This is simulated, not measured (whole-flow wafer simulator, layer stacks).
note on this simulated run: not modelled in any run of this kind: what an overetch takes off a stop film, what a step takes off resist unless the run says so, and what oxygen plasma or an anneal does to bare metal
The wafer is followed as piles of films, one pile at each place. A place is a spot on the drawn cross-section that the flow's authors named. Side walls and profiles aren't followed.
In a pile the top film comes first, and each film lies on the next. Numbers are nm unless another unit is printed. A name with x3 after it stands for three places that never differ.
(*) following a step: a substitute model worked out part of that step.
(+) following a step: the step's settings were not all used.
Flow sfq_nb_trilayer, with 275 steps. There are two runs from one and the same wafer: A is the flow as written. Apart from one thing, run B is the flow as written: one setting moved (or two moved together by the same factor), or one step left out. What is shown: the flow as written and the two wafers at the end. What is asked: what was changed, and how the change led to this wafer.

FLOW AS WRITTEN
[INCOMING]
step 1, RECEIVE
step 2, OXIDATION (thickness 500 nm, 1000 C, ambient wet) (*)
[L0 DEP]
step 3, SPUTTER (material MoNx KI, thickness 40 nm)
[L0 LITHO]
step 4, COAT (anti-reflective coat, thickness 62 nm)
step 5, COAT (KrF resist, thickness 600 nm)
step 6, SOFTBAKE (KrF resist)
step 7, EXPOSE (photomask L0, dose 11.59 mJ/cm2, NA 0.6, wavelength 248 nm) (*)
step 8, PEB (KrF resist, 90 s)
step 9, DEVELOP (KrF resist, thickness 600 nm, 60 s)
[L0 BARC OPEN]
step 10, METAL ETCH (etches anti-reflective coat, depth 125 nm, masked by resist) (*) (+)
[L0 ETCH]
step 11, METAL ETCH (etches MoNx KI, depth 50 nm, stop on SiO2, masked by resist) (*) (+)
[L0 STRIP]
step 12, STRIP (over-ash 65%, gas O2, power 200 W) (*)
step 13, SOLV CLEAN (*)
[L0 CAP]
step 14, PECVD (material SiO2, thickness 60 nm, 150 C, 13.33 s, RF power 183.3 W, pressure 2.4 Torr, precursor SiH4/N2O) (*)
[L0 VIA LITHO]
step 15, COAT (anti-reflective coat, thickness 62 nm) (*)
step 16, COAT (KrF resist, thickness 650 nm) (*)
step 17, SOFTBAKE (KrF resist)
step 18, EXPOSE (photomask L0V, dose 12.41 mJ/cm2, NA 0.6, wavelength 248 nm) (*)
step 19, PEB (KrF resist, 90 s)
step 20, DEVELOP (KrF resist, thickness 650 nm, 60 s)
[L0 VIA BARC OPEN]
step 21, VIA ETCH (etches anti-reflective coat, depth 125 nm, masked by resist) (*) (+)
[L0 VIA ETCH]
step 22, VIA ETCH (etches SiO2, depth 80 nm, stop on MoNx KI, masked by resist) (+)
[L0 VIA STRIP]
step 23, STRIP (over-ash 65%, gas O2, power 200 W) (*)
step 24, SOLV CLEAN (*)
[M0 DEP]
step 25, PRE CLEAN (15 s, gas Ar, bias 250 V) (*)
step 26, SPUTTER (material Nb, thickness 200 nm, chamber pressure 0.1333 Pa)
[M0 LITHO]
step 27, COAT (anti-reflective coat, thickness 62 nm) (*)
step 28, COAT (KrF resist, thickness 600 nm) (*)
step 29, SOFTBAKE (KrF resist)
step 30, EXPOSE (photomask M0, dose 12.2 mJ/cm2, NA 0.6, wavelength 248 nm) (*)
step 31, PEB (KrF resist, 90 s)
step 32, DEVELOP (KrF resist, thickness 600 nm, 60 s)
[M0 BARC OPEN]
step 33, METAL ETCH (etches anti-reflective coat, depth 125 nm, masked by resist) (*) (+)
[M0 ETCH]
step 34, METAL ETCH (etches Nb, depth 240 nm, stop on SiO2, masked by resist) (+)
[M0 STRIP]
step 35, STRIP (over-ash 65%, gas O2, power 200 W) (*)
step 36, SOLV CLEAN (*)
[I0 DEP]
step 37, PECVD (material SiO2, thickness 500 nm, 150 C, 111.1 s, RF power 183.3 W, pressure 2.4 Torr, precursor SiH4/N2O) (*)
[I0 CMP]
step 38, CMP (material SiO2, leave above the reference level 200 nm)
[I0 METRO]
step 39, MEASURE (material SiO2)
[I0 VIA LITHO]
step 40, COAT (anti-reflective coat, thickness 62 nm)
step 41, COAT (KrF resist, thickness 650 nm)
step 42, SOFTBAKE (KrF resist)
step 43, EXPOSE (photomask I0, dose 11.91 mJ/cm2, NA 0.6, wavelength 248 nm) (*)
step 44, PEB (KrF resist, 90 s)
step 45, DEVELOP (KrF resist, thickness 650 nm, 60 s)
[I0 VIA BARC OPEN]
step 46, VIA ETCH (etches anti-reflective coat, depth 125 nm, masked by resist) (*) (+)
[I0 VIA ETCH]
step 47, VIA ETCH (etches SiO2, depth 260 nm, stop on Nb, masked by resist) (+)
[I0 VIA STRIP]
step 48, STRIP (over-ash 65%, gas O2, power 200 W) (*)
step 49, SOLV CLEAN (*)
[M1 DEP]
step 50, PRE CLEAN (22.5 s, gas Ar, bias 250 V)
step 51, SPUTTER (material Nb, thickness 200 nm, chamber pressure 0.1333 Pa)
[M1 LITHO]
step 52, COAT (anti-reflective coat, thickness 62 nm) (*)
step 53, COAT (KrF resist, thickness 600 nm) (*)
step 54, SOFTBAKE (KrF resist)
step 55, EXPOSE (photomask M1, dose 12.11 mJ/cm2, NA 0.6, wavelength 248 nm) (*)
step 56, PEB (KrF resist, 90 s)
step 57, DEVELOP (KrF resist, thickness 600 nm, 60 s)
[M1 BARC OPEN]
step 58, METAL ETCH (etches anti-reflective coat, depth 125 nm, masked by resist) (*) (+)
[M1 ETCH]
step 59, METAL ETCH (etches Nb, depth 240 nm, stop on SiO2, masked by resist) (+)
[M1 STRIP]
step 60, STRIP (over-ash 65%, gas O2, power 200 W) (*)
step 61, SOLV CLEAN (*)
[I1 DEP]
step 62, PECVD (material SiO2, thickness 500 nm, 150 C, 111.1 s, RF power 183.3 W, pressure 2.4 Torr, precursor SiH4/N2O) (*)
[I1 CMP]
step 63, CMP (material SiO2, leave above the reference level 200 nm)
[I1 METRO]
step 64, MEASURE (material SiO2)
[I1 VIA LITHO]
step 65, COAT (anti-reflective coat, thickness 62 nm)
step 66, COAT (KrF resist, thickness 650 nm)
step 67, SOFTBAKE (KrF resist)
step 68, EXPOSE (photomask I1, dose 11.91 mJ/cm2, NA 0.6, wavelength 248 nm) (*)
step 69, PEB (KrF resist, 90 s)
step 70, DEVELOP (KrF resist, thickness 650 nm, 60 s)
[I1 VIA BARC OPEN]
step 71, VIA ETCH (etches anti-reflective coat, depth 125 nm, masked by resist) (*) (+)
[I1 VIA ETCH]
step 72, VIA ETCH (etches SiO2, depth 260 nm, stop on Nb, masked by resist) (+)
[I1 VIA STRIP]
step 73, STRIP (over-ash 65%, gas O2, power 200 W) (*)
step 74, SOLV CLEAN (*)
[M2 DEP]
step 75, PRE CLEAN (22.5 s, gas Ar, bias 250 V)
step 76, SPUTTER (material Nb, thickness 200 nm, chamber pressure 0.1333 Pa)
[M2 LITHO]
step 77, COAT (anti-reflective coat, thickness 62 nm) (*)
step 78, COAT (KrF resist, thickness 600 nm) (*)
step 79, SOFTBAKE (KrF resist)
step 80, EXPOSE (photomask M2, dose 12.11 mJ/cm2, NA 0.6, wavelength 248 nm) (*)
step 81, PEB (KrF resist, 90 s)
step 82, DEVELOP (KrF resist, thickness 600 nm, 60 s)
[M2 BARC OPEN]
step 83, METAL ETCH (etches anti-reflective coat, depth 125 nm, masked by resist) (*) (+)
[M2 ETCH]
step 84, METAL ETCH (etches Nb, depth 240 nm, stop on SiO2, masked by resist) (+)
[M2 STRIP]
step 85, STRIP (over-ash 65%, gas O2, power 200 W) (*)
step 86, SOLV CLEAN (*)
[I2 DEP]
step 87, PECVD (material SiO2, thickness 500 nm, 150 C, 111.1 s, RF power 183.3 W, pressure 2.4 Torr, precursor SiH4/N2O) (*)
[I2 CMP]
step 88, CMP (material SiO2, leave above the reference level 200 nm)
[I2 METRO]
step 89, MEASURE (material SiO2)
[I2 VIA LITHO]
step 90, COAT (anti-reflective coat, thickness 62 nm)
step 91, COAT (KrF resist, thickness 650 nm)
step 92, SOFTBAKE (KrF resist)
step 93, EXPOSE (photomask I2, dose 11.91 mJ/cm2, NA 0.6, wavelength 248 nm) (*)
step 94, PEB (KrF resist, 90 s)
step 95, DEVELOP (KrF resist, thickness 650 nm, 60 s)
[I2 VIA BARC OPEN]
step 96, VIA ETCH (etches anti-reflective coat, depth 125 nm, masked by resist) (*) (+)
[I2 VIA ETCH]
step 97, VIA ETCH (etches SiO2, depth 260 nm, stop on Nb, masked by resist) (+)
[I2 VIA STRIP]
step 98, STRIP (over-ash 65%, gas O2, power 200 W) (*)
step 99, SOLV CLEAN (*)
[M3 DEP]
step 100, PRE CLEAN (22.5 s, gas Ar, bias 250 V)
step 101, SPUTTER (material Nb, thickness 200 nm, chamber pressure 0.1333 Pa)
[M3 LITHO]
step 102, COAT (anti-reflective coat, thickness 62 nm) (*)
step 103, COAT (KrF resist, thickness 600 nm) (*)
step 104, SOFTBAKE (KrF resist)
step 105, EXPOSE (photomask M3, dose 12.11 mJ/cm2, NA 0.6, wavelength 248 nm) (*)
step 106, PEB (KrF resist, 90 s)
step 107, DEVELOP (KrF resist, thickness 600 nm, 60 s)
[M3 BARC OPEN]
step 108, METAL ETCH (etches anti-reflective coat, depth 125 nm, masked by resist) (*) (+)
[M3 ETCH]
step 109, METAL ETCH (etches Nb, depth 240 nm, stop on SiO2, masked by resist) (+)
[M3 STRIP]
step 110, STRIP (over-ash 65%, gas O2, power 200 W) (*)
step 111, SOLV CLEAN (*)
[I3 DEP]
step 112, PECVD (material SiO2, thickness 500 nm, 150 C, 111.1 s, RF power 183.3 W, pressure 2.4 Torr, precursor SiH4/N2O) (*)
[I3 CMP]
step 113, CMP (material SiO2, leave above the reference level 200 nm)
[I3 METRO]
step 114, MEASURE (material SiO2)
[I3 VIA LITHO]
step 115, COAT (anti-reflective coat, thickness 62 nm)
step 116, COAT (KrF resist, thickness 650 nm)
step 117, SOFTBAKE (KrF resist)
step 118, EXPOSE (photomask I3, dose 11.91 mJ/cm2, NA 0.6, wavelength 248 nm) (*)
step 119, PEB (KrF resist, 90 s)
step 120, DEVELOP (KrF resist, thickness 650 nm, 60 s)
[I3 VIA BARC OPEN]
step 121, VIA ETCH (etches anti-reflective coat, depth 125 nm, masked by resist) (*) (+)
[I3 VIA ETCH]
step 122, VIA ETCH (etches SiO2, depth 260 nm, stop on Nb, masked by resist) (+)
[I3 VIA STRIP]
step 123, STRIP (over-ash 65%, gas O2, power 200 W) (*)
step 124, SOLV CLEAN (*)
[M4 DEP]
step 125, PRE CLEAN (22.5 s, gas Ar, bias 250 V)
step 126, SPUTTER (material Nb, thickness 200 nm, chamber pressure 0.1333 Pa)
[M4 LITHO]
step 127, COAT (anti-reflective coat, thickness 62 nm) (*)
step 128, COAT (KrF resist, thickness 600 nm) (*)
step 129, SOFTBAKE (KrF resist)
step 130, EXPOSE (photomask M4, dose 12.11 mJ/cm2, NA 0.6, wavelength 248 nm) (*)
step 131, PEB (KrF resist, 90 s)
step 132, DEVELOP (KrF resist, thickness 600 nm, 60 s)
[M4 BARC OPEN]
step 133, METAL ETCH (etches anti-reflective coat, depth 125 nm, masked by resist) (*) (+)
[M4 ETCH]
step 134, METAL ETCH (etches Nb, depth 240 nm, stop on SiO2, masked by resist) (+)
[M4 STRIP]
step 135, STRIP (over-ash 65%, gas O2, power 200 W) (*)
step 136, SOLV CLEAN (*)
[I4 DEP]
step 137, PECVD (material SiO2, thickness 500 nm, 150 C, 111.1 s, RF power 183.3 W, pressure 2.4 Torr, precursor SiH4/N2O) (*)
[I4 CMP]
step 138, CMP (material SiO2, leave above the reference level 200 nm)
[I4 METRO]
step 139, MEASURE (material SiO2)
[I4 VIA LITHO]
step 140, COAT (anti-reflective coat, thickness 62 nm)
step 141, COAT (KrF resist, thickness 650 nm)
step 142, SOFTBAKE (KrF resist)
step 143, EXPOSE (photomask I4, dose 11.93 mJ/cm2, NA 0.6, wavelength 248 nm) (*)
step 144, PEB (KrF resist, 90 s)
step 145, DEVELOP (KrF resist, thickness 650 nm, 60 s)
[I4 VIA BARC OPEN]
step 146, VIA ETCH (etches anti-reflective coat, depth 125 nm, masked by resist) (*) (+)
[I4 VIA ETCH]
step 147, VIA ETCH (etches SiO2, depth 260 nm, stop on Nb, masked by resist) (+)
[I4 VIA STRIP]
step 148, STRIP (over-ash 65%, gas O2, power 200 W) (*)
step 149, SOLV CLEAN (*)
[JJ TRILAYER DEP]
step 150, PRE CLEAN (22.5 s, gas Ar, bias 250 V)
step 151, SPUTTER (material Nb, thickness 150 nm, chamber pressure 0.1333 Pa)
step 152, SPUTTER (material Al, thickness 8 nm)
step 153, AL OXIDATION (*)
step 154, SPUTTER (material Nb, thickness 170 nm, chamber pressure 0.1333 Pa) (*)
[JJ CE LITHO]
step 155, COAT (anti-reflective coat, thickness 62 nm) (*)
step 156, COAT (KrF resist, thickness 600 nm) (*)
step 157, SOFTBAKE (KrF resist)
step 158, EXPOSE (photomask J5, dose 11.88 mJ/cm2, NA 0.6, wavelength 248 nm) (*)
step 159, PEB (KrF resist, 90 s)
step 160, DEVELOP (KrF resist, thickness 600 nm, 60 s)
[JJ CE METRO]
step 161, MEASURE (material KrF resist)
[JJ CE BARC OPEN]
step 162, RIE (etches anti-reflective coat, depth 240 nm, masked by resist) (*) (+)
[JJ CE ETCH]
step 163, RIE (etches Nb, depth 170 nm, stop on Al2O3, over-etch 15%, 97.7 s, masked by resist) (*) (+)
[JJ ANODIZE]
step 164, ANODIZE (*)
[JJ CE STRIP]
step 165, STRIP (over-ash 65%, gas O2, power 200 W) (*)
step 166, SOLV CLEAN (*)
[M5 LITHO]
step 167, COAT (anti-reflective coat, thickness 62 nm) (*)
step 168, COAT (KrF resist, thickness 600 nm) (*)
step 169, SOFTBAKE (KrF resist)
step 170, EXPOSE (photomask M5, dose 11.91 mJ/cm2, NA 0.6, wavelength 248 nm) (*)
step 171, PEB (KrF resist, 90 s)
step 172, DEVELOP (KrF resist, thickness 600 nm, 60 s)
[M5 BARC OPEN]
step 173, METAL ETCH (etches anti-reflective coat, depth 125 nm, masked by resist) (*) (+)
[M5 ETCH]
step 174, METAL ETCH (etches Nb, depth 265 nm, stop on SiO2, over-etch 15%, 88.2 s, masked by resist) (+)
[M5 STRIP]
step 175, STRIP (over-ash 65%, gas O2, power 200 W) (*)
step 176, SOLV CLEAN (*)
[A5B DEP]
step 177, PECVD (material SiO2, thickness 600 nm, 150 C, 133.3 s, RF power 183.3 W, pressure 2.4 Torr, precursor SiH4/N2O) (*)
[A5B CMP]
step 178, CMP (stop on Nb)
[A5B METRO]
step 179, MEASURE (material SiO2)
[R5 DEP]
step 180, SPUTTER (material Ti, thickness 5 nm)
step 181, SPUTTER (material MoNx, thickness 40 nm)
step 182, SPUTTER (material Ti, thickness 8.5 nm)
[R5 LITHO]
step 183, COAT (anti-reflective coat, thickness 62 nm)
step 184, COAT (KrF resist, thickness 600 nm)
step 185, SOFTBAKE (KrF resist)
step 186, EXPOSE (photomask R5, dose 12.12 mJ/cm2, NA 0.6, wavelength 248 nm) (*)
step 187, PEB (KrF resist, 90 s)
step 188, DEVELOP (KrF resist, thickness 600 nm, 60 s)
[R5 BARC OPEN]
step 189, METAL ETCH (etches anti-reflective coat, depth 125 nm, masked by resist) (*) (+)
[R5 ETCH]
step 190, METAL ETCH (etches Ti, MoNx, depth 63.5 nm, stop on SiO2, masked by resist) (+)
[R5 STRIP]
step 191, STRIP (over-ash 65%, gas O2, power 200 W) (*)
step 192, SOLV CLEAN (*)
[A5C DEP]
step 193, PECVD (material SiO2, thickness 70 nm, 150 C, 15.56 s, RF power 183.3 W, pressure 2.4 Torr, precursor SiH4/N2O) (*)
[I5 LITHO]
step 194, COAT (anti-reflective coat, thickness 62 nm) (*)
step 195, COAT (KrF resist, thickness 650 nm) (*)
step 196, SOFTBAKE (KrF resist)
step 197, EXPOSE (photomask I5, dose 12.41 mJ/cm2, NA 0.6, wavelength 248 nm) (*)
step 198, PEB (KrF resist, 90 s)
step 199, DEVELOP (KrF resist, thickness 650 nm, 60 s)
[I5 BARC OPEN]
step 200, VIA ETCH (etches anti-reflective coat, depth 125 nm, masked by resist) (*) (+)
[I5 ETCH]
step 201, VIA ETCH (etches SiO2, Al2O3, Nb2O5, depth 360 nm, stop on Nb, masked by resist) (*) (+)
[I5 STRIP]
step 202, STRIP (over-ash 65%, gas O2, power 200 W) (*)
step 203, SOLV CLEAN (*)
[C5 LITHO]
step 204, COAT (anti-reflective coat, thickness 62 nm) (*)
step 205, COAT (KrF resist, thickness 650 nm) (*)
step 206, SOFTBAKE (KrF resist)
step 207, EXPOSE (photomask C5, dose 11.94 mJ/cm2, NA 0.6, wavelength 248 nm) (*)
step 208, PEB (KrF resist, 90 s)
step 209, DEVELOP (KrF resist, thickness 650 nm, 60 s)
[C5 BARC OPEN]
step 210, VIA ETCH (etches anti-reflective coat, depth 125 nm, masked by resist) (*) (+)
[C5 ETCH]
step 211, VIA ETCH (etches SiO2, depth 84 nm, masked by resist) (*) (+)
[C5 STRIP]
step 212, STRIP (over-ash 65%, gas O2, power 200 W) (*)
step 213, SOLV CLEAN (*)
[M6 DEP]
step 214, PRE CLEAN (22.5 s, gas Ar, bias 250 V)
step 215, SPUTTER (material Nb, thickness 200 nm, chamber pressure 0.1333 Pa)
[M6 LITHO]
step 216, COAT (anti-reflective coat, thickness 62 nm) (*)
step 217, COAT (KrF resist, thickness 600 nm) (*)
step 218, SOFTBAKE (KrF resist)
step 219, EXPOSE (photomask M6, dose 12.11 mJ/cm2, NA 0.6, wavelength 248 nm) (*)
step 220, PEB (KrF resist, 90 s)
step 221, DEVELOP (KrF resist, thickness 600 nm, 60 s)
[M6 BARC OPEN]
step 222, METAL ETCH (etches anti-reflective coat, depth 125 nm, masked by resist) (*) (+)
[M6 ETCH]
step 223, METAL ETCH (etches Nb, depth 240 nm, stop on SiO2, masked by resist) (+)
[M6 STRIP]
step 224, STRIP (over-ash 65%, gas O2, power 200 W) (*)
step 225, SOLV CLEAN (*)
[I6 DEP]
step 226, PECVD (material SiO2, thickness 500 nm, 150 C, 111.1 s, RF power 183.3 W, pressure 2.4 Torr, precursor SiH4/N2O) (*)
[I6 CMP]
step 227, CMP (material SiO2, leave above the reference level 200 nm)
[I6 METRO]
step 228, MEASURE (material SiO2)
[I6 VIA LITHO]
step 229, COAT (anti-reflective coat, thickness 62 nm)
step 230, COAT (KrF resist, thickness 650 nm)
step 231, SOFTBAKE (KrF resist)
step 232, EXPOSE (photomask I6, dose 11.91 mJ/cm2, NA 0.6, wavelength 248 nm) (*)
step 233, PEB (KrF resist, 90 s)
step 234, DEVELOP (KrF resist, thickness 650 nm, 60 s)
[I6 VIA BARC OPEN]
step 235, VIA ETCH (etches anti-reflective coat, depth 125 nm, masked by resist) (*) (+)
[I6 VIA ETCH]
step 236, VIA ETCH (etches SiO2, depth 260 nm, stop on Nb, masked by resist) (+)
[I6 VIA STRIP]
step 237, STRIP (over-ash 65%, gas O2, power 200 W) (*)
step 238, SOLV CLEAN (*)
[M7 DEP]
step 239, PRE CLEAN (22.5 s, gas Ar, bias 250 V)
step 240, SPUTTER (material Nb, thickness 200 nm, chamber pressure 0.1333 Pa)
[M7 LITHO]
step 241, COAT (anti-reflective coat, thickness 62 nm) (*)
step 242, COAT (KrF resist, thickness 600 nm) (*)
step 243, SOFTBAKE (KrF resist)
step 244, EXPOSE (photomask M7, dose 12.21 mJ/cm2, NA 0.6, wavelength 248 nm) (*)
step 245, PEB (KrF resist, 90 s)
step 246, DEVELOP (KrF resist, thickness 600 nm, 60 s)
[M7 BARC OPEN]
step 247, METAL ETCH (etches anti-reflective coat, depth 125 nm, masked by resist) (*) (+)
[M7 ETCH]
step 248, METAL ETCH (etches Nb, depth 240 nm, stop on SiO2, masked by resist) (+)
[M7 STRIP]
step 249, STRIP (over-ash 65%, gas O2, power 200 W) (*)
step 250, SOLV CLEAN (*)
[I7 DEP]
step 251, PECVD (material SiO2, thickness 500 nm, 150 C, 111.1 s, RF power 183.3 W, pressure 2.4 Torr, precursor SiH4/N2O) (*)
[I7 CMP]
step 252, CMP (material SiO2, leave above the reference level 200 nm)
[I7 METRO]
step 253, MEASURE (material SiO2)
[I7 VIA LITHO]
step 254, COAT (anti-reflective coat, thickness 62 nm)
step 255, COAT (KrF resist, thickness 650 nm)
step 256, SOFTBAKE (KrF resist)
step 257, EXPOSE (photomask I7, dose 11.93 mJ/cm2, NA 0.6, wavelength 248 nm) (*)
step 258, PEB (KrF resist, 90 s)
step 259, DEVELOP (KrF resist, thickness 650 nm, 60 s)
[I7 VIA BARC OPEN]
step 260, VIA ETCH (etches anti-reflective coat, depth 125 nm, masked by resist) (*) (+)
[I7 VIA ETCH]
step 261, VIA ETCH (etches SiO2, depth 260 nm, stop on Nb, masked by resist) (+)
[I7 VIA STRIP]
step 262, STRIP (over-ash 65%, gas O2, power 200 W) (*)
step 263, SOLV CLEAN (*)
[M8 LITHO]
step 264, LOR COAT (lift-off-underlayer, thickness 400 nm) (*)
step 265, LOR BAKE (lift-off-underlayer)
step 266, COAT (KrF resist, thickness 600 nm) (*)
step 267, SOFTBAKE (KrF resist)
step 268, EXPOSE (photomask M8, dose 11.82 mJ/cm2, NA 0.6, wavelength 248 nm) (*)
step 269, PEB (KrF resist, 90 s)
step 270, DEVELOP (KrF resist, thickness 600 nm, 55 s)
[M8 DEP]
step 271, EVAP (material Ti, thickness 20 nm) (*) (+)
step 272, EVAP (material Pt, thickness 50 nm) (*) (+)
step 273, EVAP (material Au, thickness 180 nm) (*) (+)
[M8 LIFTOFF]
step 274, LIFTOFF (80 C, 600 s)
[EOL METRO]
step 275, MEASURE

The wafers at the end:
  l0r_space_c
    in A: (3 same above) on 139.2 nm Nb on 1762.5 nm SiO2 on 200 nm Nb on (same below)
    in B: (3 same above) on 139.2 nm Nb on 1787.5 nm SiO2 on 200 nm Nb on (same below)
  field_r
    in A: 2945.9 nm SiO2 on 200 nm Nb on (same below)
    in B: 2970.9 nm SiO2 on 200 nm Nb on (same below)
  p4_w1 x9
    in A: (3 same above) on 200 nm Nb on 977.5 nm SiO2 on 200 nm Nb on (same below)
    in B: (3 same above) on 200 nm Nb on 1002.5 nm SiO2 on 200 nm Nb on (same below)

Cause: step 76, SPUTTER: thickness 225 nm was run, while the flow as written has thickness 200 nm.

The path from the change to this, step by step:
  step 76, SPUTTER (material Nb, thickness 200 nm, chamber pressure 0.1333 Pa)
      field_l, v_sur, via_wl and 102 more: A +200 Nb (new film) | B +225 Nb (new film)
      via_v: A +174.5 Nb | B +196.6 Nb
  step 84, METAL ETCH (etches Nb, depth 240 nm, stop on SiO2, masked by resist) (+)
      field_l, be, be_sur and 81 more: A -200 Nb (all of it) | B -225 Nb (all of it)
  step 88, CMP (material SiO2, leave above the reference level 200 nm)
      field_l, be, be_sur and 81 more: A -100 SiO2 | B -75 SiO2
